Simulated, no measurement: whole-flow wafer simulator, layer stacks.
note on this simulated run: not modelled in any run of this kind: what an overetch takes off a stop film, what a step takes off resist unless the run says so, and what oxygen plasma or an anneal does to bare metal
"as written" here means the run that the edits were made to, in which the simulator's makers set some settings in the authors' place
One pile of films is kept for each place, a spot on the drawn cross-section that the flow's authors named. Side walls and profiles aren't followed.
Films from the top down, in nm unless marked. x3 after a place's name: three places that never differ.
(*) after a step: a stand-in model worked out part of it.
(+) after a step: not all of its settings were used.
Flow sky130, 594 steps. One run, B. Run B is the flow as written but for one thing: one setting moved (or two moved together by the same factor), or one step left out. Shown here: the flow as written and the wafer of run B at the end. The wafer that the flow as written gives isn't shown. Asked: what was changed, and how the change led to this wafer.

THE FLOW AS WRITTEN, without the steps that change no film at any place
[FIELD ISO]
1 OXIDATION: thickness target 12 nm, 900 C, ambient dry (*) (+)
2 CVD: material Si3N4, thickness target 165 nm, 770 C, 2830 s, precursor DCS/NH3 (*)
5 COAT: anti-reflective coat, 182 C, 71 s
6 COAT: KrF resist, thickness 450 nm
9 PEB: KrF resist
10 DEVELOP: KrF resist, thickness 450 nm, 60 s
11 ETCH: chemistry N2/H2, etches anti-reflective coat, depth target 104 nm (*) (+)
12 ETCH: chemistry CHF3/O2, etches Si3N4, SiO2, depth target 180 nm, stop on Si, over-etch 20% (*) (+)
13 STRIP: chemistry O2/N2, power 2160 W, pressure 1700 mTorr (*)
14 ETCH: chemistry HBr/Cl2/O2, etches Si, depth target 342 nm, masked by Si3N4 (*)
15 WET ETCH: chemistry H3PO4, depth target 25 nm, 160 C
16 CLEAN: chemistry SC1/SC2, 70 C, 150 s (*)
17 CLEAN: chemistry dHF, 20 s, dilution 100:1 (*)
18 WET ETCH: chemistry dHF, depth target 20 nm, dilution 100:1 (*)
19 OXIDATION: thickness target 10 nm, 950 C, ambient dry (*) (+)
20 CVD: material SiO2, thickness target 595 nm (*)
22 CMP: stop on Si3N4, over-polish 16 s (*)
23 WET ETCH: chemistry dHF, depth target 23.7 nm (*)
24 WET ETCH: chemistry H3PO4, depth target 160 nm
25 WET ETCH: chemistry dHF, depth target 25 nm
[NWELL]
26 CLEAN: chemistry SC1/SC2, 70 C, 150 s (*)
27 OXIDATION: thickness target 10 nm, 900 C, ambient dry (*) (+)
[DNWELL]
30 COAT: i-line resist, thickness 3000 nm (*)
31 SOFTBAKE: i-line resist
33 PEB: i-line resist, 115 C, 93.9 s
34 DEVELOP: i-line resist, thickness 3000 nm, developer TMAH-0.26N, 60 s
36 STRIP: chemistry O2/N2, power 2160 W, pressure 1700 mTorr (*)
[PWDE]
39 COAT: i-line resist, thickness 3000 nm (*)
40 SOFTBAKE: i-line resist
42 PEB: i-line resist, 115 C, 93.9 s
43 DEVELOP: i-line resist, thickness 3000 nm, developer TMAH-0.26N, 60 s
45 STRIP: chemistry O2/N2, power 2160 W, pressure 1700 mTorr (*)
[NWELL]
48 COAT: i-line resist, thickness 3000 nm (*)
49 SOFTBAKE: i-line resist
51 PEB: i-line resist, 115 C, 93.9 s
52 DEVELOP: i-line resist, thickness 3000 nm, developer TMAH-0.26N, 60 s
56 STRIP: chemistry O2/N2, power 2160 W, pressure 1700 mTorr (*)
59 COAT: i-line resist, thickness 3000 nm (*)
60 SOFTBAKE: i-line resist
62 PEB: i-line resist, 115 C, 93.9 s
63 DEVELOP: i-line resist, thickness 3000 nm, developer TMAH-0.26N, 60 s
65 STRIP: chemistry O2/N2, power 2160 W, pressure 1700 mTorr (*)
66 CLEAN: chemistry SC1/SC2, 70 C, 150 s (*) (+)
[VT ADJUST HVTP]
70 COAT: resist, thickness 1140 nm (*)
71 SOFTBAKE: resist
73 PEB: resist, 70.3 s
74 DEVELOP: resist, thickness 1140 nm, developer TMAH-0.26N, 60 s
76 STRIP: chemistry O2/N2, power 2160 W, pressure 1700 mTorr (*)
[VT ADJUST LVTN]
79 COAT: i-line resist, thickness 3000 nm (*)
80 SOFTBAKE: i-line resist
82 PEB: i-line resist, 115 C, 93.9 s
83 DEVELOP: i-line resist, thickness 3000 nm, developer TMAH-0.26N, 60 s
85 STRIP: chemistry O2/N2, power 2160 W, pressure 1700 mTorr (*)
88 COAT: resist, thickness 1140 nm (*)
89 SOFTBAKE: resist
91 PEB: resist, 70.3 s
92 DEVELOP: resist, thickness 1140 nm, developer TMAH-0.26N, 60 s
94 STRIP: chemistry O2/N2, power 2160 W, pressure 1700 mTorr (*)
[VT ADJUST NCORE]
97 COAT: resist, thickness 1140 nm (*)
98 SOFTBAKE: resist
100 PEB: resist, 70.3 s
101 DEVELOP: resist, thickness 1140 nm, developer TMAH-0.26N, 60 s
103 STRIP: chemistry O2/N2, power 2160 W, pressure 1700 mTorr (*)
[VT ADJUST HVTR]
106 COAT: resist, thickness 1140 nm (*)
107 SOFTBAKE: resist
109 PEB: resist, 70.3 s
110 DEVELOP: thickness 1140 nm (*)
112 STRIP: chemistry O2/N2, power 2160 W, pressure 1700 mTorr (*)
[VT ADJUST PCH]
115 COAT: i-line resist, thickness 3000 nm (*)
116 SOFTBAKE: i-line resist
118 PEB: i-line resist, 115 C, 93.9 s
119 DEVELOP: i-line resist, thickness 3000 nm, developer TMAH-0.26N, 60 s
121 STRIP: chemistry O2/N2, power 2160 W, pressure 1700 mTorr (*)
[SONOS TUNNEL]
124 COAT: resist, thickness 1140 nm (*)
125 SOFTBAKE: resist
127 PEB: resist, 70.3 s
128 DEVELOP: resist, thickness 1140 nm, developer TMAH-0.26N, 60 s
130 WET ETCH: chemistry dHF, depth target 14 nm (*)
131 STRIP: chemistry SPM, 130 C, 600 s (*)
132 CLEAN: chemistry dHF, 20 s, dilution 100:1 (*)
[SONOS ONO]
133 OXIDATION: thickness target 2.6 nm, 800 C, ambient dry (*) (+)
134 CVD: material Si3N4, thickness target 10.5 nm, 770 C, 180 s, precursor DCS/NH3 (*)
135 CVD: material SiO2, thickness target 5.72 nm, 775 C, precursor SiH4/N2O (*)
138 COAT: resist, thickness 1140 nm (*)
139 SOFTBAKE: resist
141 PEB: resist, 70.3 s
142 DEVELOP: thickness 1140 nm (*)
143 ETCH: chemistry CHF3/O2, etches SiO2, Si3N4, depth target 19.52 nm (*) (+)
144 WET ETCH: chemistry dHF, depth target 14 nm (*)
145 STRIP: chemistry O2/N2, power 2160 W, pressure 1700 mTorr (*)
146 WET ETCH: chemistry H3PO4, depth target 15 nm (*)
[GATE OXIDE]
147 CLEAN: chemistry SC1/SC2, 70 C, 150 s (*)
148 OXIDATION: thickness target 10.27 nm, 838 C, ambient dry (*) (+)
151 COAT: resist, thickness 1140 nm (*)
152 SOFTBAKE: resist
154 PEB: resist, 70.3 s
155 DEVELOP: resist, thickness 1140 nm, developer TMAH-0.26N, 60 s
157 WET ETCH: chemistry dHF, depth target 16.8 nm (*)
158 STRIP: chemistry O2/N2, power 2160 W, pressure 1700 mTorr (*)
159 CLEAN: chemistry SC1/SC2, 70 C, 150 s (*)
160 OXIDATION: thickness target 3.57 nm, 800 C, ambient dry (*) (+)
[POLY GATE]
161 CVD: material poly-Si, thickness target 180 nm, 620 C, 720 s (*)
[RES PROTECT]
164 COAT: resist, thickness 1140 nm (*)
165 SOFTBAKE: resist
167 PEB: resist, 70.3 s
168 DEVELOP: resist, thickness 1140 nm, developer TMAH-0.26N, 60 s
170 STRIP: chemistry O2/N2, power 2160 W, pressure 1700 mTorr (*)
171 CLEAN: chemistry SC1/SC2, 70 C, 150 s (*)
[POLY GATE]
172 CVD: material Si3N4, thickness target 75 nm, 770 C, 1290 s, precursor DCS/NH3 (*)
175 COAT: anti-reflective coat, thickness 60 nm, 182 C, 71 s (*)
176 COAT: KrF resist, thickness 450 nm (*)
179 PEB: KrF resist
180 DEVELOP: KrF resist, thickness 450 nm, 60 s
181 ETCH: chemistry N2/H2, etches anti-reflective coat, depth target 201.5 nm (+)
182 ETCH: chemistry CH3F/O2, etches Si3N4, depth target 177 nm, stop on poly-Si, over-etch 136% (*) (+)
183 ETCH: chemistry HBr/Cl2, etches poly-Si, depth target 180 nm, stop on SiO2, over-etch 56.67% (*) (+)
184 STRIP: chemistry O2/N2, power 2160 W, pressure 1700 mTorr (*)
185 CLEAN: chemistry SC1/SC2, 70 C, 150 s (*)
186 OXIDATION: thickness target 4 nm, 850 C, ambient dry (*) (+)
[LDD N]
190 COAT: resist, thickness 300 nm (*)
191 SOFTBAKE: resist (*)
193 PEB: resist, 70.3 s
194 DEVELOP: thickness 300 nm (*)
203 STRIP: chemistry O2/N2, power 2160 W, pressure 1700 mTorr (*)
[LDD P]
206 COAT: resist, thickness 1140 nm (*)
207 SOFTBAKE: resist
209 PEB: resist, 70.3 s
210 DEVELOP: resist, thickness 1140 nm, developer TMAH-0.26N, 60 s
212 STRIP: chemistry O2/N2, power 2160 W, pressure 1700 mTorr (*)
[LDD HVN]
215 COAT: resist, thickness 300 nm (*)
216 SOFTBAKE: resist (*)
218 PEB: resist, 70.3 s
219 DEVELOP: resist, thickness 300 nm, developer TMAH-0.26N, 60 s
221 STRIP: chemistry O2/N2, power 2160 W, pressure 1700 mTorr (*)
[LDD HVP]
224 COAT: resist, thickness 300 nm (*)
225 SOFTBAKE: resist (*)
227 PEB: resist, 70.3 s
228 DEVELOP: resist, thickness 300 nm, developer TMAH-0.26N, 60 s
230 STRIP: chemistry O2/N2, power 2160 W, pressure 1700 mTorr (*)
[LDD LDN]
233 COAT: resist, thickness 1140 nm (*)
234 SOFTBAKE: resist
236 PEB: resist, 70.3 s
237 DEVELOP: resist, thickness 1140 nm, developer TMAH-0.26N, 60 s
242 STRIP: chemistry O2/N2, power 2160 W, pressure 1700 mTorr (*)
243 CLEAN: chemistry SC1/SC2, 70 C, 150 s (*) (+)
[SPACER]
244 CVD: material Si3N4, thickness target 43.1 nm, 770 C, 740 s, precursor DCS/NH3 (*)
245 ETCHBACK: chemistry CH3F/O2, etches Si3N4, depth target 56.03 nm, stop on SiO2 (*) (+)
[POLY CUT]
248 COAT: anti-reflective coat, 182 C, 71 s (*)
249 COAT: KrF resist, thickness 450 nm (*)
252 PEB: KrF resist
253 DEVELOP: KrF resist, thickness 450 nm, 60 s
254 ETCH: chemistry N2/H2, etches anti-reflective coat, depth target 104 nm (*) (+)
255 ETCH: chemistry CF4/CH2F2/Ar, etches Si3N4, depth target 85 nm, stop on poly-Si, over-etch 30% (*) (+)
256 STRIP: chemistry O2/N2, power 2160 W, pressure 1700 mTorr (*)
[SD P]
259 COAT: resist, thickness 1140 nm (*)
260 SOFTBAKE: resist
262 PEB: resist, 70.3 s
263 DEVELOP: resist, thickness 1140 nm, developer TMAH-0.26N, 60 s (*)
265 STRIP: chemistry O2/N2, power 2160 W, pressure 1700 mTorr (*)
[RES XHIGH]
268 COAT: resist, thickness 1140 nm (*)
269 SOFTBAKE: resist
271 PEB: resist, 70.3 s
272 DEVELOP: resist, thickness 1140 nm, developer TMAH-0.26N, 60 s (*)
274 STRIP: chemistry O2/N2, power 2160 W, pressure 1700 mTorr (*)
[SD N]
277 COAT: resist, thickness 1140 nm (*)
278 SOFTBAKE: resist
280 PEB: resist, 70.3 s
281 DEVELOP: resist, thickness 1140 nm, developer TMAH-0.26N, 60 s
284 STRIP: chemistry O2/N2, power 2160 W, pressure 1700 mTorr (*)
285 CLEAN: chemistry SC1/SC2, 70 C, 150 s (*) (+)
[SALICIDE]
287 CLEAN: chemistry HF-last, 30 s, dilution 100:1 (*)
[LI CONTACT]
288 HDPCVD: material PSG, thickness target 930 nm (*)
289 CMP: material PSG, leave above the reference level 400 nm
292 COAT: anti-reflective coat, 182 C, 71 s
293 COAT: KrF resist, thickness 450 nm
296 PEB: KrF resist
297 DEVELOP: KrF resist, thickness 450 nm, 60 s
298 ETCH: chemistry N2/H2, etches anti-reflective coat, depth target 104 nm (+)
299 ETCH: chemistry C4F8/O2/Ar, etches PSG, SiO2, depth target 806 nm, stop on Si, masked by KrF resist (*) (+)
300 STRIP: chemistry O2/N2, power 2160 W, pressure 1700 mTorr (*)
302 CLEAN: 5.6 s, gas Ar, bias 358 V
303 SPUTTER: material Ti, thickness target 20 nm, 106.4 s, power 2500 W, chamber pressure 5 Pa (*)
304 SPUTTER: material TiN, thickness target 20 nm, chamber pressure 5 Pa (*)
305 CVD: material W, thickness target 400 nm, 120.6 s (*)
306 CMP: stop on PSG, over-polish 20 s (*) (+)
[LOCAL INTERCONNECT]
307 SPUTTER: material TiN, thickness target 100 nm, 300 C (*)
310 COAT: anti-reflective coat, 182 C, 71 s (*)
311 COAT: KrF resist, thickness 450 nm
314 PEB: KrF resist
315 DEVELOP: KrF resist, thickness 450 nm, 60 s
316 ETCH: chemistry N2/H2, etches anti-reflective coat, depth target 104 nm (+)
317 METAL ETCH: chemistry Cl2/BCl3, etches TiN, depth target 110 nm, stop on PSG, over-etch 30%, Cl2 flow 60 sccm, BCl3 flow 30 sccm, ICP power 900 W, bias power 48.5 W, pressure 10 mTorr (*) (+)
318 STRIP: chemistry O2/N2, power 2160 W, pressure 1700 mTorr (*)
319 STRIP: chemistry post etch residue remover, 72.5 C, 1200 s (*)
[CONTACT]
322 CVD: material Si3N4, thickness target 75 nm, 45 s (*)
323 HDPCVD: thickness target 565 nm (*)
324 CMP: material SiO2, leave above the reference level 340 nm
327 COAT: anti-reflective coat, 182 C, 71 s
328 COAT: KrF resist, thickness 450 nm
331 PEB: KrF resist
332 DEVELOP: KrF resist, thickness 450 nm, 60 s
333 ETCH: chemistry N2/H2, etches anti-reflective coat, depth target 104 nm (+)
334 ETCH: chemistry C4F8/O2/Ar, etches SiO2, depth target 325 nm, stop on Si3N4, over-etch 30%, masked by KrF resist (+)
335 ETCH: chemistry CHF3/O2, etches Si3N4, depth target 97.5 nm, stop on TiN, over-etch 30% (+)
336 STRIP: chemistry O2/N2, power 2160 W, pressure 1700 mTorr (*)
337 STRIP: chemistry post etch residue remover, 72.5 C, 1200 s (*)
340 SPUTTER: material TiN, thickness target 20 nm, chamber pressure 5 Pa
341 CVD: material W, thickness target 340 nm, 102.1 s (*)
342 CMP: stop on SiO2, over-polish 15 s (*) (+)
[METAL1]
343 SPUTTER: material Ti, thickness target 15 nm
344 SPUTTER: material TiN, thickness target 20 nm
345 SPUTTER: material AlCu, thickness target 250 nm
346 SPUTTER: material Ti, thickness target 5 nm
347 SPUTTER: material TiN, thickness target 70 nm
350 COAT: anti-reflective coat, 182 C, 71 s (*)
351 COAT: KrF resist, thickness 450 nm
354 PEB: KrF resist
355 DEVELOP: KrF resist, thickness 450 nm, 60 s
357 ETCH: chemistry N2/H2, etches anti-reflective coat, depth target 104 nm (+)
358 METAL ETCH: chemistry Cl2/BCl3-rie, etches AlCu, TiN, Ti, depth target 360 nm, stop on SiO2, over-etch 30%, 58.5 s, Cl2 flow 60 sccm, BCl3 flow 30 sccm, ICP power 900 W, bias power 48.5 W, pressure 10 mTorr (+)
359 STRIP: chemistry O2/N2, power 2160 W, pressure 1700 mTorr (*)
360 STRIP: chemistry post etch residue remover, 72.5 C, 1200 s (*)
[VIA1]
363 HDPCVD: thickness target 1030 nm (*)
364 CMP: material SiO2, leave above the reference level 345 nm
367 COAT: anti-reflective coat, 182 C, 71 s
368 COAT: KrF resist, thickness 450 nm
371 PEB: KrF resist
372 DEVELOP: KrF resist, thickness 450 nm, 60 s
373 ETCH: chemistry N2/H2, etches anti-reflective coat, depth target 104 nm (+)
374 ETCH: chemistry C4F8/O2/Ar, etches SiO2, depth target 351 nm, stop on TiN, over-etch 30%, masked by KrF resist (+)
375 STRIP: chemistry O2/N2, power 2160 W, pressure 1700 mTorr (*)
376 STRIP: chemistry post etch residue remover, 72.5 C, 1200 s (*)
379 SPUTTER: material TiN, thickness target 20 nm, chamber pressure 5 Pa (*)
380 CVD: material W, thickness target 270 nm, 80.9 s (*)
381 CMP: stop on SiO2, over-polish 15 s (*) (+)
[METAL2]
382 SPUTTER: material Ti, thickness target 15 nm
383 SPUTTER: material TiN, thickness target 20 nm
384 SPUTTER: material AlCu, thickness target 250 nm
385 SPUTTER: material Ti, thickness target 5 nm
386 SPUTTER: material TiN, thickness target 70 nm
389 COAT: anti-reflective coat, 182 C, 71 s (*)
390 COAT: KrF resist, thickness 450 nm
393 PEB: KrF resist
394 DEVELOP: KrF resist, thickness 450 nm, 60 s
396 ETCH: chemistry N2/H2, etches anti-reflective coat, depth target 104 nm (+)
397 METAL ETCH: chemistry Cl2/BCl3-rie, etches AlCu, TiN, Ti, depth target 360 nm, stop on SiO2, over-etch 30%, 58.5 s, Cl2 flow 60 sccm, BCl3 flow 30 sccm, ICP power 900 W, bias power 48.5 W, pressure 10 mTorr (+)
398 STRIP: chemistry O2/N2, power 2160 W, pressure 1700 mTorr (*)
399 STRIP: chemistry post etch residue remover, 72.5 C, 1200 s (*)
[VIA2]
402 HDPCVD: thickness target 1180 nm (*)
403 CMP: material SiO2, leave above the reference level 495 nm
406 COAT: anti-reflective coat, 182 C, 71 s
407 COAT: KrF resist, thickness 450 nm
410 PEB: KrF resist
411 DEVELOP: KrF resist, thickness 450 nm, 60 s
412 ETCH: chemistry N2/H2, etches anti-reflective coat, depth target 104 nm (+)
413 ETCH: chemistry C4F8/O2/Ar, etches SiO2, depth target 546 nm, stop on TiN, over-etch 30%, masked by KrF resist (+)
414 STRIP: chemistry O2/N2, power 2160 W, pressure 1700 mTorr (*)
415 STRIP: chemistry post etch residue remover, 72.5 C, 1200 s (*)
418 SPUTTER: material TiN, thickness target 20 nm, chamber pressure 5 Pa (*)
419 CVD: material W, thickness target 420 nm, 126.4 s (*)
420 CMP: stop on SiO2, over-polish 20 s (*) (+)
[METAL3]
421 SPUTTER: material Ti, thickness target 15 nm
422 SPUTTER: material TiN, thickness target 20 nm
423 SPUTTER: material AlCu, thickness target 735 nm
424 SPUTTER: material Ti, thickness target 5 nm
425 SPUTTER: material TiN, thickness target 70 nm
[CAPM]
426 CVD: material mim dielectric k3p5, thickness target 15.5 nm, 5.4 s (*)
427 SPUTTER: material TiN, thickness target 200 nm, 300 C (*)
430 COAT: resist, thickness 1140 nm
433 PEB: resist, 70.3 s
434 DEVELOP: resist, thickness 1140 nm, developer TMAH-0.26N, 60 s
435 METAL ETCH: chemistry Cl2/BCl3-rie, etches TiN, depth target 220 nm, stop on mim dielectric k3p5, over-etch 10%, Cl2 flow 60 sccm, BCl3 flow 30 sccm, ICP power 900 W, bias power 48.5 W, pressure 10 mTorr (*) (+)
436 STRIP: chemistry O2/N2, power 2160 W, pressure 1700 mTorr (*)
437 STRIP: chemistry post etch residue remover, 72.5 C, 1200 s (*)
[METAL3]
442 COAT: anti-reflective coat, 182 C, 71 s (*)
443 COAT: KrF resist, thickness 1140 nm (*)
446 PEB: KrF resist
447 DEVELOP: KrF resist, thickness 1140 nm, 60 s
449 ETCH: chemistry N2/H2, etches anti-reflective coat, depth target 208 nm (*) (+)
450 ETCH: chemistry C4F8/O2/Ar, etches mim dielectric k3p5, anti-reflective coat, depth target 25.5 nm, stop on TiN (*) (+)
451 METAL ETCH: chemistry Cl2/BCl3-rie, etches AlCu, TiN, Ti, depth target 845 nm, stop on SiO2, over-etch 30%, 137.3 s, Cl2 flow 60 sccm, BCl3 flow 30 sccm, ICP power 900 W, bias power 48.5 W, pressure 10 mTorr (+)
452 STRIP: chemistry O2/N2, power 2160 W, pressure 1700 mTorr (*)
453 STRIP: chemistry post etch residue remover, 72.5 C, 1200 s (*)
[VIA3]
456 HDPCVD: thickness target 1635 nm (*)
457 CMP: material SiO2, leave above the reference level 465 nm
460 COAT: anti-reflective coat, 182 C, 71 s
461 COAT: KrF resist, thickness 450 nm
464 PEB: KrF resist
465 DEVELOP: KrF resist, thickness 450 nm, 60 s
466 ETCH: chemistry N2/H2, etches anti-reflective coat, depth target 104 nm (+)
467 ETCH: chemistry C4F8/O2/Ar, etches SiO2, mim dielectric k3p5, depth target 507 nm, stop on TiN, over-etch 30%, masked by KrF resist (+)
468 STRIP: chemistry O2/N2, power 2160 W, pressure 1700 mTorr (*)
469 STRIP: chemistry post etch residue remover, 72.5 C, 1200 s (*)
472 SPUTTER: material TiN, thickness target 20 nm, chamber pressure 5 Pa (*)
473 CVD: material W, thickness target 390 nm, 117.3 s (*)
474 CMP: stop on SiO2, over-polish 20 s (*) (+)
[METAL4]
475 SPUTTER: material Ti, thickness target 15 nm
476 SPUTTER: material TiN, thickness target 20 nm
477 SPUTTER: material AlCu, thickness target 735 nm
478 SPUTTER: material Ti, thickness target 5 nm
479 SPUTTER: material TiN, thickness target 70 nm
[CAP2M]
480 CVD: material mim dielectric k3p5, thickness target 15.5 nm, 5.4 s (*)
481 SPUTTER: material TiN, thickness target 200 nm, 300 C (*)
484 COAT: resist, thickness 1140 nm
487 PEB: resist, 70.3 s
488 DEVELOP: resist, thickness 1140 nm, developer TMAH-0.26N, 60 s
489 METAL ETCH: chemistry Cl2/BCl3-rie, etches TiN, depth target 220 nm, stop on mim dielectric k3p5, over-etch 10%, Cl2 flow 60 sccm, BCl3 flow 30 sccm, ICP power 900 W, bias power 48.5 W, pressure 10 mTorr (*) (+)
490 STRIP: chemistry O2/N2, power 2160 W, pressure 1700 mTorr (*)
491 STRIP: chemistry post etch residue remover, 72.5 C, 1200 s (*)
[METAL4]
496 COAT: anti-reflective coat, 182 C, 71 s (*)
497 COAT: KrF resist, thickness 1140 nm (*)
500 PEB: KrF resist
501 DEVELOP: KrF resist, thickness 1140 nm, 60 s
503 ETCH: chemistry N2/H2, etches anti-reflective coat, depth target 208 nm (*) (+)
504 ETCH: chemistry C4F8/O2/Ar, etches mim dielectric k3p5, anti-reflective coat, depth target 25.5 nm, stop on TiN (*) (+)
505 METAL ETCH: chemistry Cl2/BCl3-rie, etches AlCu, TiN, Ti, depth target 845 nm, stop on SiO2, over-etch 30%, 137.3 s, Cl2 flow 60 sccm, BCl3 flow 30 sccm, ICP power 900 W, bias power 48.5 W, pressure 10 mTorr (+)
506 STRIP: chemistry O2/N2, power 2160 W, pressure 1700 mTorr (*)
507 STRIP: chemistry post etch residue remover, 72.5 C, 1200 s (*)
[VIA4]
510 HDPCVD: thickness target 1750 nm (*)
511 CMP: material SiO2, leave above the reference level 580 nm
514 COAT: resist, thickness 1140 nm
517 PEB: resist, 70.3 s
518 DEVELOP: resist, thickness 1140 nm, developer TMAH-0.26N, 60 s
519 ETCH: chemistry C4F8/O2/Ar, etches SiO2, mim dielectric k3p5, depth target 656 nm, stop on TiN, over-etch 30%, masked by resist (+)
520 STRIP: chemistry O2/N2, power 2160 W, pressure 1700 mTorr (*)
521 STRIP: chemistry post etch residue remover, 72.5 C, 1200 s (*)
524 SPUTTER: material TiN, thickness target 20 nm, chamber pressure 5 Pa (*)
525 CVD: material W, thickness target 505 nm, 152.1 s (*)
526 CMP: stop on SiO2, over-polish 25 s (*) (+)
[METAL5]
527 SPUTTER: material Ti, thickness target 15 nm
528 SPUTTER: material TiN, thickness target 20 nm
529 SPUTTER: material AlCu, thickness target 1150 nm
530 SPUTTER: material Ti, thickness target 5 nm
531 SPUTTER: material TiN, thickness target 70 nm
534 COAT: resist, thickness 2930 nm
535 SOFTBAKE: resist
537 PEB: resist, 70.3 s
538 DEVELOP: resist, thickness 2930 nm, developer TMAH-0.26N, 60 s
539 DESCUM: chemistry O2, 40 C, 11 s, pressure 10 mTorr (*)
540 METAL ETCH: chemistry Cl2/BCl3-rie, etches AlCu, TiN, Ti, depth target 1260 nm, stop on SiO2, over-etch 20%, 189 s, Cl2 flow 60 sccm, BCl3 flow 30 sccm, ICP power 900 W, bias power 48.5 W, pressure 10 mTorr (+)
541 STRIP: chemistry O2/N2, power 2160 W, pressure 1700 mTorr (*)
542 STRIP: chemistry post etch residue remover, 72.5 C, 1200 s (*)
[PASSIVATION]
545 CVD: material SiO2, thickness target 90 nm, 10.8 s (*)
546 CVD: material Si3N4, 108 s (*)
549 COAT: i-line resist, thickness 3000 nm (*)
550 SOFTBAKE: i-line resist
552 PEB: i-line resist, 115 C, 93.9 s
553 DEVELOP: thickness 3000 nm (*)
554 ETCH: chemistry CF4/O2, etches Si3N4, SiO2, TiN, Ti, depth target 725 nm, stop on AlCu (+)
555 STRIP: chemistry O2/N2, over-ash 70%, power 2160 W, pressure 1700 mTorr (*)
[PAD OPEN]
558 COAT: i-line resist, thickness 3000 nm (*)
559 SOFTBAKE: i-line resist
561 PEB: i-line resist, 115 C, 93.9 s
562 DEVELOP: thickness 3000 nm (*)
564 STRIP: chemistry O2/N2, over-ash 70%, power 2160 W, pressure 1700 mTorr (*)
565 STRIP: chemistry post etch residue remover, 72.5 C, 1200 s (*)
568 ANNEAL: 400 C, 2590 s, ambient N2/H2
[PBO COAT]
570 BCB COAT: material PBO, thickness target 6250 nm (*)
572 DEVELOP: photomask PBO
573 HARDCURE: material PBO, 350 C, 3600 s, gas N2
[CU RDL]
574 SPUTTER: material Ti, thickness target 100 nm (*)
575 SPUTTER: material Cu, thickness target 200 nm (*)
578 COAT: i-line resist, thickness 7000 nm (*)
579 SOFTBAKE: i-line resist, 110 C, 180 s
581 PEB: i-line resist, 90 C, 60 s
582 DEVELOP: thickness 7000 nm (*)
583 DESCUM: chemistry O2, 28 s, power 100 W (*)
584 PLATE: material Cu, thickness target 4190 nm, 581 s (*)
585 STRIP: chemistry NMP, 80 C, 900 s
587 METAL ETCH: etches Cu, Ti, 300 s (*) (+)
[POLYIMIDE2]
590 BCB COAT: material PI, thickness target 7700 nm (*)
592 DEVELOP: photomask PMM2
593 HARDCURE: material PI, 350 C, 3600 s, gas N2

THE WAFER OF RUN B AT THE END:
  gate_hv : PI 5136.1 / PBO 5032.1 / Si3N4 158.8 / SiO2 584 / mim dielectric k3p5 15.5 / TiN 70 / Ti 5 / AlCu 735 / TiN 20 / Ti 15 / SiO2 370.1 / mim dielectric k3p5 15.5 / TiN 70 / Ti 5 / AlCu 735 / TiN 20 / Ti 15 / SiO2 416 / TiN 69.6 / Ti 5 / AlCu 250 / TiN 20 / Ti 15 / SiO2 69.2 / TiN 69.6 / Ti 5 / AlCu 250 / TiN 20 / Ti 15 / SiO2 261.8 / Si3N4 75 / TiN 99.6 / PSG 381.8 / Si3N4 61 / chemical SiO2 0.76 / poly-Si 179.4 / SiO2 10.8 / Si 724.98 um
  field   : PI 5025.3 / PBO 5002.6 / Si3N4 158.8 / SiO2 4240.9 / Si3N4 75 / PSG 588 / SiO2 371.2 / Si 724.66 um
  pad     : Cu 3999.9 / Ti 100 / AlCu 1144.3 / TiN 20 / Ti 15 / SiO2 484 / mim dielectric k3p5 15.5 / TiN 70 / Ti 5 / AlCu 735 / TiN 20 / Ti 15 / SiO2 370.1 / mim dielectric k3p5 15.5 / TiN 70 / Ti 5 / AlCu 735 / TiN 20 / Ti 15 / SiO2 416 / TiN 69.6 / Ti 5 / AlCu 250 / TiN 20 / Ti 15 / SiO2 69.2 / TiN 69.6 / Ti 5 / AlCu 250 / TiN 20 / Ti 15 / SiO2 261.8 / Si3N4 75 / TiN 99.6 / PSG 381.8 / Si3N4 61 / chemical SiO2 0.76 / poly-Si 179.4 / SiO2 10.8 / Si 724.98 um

The cause: step 364, CMP: leave above the reference level 147 nm was run, where the flow has leave above the reference level 345 nm.

How the change led to this, step by step:
  364 CMP: material SiO2, leave above the reference level 345 nm
      n_well, p_well, gate_hv and 100 more: SiO2 -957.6 (as written it would be: SiO2 -759.6)
      field, active, gate and 81 more: SiO2 -587.1 (as written it would be: SiO2 -389.1)
      (and at 4 more places)
  374 ETCH: chemistry C4F8/O2/Ar, etches SiO2, depth target 351 nm, stop on TiN, over-etch 30%, masked by KrF resist (+)
      field, active, n_well and 186 more: KrF resist -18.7 (as written it would be: KrF resist -70.1)
      m1, via1_hole: SiO2 -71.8 (all of it) (as written it would be: SiO2 -269.8 (all of it))
  375 STRIP: chemistry O2/N2, power 2160 W, pressure 1700 mTorr (*)
      field, active, n_well and 186 more: KrF resist -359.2 (all of it), anti-reflective coat -80 (all of it) (as written it would be: KrF resist -307.7 (all of it), anti-reflective coat -80 (all of it))
  379 SPUTTER: material TiN, thickness target 20 nm, chamber pressure 5 Pa (*)
      m1: TiN +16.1 (as written it would be: TiN +11)
      via1_hole: TiN +16 (as written it would be: TiN +10.9)
  380 CVD: material W, thickness target 270 nm, 80.9 s (*)
      m1, via1_hole: W +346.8 (new film) (as written it would be: W +549.9 (new film))
